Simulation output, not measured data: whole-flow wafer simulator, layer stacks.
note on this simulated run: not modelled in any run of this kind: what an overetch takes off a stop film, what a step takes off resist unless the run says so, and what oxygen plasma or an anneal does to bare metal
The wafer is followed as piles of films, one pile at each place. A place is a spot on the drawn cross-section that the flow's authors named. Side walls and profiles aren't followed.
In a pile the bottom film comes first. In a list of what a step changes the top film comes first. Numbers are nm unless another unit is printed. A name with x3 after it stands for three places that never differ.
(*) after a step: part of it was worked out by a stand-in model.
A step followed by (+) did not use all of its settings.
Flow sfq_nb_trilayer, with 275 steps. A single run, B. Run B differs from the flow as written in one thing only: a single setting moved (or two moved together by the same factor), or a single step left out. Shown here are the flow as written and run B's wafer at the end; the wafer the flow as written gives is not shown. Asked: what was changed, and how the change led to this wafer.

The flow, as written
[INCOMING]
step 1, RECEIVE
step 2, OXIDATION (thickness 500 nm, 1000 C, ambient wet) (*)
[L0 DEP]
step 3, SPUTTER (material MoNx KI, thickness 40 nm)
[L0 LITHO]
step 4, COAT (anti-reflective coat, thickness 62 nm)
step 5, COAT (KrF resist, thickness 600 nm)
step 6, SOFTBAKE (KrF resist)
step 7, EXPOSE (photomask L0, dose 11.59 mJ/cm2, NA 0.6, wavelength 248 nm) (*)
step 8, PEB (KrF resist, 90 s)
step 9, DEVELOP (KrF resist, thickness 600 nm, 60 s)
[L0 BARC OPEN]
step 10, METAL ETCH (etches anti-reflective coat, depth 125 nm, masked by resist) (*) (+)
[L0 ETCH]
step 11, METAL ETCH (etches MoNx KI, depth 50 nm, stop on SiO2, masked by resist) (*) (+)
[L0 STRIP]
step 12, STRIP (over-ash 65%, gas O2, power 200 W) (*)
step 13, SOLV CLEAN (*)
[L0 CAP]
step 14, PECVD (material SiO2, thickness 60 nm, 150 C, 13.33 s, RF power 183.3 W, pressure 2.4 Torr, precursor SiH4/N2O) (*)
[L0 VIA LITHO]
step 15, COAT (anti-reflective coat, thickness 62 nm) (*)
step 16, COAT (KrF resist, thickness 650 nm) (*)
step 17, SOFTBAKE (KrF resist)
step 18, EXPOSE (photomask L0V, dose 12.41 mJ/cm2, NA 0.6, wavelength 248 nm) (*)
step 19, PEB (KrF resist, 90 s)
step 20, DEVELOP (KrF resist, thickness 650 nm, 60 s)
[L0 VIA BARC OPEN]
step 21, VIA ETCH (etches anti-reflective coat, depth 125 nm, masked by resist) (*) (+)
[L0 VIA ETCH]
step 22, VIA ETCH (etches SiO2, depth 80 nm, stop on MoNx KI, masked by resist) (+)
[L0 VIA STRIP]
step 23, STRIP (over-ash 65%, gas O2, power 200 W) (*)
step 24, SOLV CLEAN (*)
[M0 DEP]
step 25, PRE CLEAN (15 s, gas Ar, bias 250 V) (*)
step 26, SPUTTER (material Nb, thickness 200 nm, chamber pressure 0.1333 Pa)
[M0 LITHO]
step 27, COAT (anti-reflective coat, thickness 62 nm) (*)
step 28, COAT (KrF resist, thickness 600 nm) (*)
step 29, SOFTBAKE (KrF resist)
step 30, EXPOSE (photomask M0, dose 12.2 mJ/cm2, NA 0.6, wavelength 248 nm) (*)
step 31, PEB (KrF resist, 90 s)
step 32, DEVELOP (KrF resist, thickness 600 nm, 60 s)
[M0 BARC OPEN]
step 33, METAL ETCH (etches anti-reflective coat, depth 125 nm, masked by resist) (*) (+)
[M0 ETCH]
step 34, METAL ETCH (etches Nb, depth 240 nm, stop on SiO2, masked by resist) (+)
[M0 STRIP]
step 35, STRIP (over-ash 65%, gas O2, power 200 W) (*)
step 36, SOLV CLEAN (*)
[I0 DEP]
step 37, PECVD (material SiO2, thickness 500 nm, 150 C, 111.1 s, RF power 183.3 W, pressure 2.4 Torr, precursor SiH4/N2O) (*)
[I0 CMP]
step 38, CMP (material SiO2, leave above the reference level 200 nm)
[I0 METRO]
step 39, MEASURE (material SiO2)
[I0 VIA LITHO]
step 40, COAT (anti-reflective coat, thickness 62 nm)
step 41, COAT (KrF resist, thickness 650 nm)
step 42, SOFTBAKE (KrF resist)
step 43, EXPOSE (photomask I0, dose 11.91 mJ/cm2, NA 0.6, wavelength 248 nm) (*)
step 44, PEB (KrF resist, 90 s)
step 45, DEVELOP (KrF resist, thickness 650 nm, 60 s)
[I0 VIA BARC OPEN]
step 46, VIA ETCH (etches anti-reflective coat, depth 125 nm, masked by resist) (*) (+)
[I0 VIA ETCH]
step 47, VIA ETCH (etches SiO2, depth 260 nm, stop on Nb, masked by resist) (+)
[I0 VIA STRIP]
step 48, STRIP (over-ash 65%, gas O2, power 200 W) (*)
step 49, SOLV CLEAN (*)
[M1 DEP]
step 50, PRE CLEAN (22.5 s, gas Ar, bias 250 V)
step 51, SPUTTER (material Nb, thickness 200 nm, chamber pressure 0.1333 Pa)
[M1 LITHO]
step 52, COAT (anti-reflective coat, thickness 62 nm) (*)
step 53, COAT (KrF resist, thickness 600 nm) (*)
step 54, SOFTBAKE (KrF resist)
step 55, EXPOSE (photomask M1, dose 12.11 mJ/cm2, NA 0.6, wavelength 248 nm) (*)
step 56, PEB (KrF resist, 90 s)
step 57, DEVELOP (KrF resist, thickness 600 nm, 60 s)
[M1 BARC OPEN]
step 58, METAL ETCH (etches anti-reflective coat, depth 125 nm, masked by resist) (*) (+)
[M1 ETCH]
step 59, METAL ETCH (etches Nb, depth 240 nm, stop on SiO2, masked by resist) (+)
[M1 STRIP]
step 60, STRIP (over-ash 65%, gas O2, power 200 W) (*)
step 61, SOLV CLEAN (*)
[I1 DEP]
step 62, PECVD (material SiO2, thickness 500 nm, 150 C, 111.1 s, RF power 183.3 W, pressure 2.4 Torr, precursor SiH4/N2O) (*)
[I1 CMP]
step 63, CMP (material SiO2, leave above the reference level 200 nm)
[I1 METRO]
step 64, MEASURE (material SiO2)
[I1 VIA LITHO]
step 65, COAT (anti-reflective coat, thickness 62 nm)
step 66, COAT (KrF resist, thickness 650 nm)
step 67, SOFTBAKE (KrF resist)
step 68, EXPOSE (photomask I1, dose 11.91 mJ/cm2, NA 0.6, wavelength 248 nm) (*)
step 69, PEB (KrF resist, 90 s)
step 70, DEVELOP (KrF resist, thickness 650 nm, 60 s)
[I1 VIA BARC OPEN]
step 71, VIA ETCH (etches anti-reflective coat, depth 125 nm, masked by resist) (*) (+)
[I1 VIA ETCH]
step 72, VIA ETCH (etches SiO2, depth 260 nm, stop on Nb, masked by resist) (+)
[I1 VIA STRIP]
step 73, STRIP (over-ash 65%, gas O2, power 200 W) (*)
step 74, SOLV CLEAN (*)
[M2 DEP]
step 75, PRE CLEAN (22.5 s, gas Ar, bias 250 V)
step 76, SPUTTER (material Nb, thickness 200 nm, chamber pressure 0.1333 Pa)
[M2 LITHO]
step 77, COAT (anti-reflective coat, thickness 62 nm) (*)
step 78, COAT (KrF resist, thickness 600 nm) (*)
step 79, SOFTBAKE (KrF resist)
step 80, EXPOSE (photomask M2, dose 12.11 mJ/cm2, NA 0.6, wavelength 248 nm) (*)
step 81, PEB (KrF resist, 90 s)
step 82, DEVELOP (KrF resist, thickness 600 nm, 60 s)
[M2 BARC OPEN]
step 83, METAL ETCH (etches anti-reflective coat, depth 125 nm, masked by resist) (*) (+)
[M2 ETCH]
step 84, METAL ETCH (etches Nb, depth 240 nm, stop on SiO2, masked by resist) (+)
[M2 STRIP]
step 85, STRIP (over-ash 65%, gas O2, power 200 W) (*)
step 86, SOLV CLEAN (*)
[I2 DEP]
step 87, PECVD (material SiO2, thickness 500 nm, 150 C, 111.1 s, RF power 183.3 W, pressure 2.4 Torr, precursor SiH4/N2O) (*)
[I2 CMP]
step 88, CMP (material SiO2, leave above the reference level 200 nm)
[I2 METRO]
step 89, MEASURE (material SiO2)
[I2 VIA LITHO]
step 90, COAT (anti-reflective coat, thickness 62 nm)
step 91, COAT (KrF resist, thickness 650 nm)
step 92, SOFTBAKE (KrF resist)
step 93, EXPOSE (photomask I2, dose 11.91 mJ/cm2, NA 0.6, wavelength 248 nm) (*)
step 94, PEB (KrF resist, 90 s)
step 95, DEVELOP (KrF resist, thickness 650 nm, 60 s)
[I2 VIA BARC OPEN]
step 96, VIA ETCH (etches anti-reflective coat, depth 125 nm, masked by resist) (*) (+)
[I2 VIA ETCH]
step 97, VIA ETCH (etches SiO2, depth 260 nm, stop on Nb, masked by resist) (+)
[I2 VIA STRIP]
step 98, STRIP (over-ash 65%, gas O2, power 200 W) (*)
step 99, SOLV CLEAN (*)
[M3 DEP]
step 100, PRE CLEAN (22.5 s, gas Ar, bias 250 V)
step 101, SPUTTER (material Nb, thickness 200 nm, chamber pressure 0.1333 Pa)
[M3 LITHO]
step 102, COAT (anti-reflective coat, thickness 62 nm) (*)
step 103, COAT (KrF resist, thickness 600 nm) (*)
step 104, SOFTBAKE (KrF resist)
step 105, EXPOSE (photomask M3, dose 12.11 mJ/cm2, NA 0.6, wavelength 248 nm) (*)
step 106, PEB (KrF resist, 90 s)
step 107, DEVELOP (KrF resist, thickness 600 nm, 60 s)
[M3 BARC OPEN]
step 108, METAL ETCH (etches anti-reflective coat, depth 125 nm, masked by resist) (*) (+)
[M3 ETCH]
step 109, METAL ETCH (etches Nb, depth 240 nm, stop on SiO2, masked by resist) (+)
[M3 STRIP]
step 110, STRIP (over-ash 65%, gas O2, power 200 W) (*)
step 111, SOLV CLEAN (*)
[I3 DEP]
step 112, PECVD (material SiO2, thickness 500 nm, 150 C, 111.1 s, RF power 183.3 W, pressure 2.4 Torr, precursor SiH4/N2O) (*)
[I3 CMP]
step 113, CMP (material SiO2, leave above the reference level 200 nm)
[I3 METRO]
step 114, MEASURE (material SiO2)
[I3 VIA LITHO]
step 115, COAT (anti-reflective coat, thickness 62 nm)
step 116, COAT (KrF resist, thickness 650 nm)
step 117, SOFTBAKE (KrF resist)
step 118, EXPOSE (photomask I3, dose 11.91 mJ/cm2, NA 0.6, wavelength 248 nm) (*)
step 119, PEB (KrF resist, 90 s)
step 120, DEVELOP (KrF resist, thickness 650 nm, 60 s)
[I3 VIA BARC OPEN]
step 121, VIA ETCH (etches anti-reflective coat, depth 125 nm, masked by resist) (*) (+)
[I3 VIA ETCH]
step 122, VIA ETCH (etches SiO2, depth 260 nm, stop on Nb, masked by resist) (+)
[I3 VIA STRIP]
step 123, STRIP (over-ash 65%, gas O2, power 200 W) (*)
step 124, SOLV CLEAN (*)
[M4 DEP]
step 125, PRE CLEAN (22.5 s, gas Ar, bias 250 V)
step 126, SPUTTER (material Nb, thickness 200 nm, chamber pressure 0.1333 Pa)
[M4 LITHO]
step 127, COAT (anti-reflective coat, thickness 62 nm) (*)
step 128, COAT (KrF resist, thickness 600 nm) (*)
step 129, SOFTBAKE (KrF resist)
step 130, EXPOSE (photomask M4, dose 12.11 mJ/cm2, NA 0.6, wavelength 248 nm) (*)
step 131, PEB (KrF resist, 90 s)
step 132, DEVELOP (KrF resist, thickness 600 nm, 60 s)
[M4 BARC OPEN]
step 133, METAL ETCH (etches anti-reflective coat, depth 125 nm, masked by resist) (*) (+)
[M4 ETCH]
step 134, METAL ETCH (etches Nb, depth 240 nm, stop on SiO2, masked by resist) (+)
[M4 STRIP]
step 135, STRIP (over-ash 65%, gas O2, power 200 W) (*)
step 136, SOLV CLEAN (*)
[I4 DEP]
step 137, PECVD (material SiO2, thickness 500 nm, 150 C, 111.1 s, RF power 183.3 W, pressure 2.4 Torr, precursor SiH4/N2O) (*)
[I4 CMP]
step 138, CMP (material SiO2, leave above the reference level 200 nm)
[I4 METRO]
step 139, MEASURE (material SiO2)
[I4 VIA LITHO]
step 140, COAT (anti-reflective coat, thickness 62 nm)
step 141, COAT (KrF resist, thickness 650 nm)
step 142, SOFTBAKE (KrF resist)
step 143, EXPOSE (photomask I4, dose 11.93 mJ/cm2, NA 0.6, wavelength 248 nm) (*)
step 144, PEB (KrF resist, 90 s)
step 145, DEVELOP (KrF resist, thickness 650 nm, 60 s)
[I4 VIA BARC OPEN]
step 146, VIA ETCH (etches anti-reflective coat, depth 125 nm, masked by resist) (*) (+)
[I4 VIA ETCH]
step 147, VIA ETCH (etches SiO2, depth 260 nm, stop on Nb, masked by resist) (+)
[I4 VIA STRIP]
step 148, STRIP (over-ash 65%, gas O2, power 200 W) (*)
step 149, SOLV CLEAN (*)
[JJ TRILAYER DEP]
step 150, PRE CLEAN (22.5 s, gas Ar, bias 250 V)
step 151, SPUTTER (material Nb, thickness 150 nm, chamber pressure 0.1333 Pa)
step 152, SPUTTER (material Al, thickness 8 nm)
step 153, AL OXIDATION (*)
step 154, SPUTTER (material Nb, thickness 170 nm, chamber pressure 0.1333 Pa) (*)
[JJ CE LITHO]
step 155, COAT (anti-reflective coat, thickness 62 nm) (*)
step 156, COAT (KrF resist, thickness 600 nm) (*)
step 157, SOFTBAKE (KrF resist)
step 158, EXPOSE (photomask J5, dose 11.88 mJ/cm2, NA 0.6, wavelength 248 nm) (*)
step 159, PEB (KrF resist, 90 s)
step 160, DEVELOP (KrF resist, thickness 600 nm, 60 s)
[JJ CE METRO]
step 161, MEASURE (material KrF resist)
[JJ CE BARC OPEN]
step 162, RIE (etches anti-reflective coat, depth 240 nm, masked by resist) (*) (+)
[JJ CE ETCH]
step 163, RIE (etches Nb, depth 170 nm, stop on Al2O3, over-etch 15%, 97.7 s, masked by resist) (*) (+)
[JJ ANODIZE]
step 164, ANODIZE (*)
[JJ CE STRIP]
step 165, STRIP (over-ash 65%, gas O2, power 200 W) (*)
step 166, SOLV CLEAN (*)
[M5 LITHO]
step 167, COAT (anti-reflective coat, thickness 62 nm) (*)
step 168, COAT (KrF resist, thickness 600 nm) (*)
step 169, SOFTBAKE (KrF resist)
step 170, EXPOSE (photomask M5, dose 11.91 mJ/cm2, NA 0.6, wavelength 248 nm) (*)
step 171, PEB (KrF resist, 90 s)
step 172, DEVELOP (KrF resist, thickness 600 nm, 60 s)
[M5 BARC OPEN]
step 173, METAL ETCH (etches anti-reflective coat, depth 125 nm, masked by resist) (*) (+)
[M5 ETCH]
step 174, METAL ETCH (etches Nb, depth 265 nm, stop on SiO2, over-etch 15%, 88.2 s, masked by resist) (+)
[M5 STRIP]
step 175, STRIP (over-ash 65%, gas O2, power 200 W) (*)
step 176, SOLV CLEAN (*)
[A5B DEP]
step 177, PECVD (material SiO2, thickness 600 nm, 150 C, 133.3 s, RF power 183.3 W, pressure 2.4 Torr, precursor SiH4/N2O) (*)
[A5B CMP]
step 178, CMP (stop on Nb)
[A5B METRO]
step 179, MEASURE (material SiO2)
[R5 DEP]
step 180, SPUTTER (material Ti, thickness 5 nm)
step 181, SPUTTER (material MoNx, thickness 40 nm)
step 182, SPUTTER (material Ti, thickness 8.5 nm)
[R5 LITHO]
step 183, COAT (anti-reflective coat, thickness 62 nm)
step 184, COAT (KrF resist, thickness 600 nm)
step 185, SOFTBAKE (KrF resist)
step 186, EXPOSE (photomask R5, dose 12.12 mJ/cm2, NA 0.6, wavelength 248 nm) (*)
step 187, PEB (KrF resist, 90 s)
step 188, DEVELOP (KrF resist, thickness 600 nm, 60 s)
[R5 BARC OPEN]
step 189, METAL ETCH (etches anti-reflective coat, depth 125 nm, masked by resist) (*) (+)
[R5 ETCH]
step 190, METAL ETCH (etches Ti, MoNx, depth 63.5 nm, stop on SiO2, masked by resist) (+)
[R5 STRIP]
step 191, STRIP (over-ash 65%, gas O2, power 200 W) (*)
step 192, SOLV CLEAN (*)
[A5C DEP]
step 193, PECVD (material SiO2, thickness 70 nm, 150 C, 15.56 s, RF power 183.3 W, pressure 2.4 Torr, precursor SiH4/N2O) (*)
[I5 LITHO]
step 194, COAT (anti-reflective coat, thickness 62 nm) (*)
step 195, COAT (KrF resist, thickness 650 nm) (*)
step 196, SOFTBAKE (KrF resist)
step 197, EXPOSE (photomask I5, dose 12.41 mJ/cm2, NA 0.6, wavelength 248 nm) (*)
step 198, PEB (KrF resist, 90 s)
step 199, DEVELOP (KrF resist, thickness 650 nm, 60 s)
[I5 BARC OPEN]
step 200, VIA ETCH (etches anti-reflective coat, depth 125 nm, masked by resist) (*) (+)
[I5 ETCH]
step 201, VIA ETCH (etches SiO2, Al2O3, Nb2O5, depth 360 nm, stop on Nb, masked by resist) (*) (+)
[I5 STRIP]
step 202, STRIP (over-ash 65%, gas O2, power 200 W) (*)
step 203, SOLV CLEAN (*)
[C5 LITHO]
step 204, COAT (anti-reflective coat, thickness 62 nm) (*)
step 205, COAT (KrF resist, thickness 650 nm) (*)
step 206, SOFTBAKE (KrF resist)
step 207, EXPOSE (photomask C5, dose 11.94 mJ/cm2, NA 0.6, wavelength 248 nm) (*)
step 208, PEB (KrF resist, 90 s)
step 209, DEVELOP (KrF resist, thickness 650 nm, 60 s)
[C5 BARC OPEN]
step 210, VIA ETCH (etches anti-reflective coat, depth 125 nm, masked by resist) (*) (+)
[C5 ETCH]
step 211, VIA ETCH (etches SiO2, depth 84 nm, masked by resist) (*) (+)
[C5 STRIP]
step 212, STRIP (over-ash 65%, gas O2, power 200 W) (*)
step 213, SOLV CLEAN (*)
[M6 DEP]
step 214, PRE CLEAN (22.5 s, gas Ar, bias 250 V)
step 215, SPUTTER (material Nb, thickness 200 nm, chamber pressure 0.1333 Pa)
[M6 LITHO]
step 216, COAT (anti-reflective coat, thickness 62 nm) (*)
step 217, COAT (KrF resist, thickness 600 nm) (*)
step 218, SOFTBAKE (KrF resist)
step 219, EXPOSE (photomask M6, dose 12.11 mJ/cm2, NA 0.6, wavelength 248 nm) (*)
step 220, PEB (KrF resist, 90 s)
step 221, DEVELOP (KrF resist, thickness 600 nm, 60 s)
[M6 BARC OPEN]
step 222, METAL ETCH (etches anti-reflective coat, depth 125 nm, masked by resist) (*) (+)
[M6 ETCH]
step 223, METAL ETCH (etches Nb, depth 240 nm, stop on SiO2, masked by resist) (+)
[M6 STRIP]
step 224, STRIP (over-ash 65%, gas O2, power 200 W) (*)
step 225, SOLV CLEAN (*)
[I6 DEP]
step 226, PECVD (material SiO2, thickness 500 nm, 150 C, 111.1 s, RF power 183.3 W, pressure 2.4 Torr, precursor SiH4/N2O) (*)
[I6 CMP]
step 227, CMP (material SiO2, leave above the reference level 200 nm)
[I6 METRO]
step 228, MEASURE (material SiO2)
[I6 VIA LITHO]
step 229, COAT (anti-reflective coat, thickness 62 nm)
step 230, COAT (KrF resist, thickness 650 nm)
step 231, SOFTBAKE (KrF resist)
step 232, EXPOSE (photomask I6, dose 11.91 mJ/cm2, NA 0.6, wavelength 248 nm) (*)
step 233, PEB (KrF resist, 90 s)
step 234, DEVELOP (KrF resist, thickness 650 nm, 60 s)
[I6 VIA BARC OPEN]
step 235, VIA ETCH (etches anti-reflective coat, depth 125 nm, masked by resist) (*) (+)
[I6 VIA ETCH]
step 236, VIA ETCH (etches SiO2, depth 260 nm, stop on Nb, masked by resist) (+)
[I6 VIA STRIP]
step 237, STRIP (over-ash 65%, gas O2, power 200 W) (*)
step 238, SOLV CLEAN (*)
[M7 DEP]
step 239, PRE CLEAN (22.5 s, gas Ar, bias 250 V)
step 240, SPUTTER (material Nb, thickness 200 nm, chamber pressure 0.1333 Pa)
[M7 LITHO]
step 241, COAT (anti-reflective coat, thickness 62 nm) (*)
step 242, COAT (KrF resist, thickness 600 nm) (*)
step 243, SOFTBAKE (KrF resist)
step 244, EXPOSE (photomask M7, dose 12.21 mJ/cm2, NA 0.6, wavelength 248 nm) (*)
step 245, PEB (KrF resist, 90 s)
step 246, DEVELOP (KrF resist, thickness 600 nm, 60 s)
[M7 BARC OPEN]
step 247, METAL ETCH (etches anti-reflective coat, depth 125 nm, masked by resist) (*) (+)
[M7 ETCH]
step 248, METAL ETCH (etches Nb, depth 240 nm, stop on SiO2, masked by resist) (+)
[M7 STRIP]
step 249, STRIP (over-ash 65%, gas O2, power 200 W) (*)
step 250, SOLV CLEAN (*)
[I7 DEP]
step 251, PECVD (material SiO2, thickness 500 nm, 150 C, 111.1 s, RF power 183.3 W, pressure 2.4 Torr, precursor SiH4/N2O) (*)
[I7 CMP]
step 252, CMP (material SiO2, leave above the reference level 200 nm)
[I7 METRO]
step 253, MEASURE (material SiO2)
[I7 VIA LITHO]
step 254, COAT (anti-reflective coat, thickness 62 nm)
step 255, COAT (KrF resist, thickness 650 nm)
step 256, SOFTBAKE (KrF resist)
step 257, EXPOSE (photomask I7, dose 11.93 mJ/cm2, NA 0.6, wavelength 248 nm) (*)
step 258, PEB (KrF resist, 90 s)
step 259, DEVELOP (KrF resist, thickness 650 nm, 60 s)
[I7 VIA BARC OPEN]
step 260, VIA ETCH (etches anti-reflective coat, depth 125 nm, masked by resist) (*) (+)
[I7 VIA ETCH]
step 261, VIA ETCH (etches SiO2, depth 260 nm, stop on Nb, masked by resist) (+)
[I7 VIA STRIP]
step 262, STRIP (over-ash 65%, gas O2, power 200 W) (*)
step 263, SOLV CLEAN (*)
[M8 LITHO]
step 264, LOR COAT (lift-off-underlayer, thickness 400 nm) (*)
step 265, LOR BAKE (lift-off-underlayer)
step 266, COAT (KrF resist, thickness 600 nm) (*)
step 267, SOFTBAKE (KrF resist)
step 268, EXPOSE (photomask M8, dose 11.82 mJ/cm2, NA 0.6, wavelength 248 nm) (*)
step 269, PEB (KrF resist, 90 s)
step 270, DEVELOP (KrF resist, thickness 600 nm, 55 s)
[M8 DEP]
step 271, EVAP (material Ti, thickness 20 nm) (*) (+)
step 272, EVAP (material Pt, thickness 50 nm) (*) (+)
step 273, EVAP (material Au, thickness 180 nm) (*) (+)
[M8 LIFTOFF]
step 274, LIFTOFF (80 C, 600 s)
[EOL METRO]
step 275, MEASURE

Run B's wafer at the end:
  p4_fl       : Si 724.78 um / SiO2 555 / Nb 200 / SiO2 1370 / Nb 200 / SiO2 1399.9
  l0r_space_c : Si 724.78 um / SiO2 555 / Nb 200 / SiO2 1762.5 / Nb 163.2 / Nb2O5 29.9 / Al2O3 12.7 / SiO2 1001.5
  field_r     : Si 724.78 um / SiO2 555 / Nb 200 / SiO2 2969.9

Cause: step 151, SPUTTER: thickness 174 nm was run, though the flow has thickness 150 nm.

How this came from the change, step by step:
  step 151, SPUTTER (material Nb, thickness 150 nm, chamber pressure 0.1333 Pa)
      field_l, v_sur, via_sp and 100 more: +174 Nb (new film) (it would be, as written: +150 Nb (new film))
      via_wl, via_w, via_wr: +151.5 Nb (it would be, as written: +130.4 Nb)
  step 155, COAT (anti-reflective coat, thickness 62 nm) (*)
      via_wl, via_wr: +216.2 anti-reflective coat (new film) (it would be, as written: +209.4 anti-reflective coat (new film))
      via_w: +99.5 anti-reflective coat (new film) (it would be, as written: +97.4 anti-reflective coat (new film))
  step 162, RIE (etches anti-reflective coat, depth 240 nm, masked by resist) (*) (+)
      ce_l, c5j, ce_r, wl_jj: -216.2 KrF resist (it would be, as written: -209.4 KrF resist)
      via_wl, via_wr: -216.2 anti-reflective coat (all of it) (it would be, as written: -209.4 anti-reflective coat (all of it))
      (as well as at 1 more place)
  step 165, STRIP (over-ash 65%, gas O2, power 200 W) (*)
      ce_l: -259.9 KrF resist (all of it), -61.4 anti-reflective coat (all of it) (it would be, as written: -266.8 KrF resist (all of it), -61.4 anti-reflective coat (all of it))
      c5j: -260 KrF resist (all of it), -61.5 anti-reflective coat (all of it) (it would be, as written: -266.9 KrF resist (all of it), -61.5 anti-reflective coat (all of it))
      (as well as at 2 more places)
  step 167, COAT (anti-reflective coat, thickness 62 nm) (*)
      via_wl: +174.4 anti-reflective coat (new film) (it would be, as written: +170.5 anti-reflective coat (new film))
      via_wr: +174.5 anti-reflective coat (new film) (it would be, as written: +170.6 anti-reflective coat (new film))
      (as well as at 1 more place)
  step 174, METAL ETCH (etches Nb, depth 265 nm, stop on SiO2, over-etch 15%, 88.2 s, masked by resist) (+)
      field_l, r_sur, res and 49 more: -12.6 Al2O3 (all of it), -29.9 Nb2O5 (all of it), -163.2 Nb (all of it), -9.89 SiO2 (it would be, as written: -12.6 Al2O3 (all of it), -29.9 Nb2O5 (all of it), -139.2 Nb (all of it), -12.3 SiO2)
      wl_a_sl: -12.6 Al2O3 (all of it), -29.9 Nb2O5 (all of it), -163.2 Nb (all of it), -9.9 SiO2 (it would be, as written: -12.6 Al2O3 (all of it), -29.9 Nb2O5 (all of it), -139.2 Nb (all of it), -12.3 SiO2)
  step 175, STRIP (over-ash 65%, gas O2, power 200 W) (*)
      via_wl: -425.7 KrF resist (all of it), -174.4 anti-reflective coat (all of it) (it would be, as written: -427 KrF resist (all of it), -170.5 anti-reflective coat (all of it))
      via_wr: -426.3 KrF resist (all of it), -174.5 anti-reflective coat (all of it) (it would be, as written: -427.6 KrF resist (all of it), -170.6 anti-reflective coat (all of it))
      (as well as at 1 more place)
  step 178, CMP (stop on Nb)
      field_l, p4_fl, p4_fm and 39 more: -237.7 SiO2 (it would be, as written: -259.3 SiO2)
      r_sur, res, r_end, moat, field_r, lsp_l: -229.9 SiO2 (it would be, as written: -252.3 SiO2)
      (as well as at 5 more places)
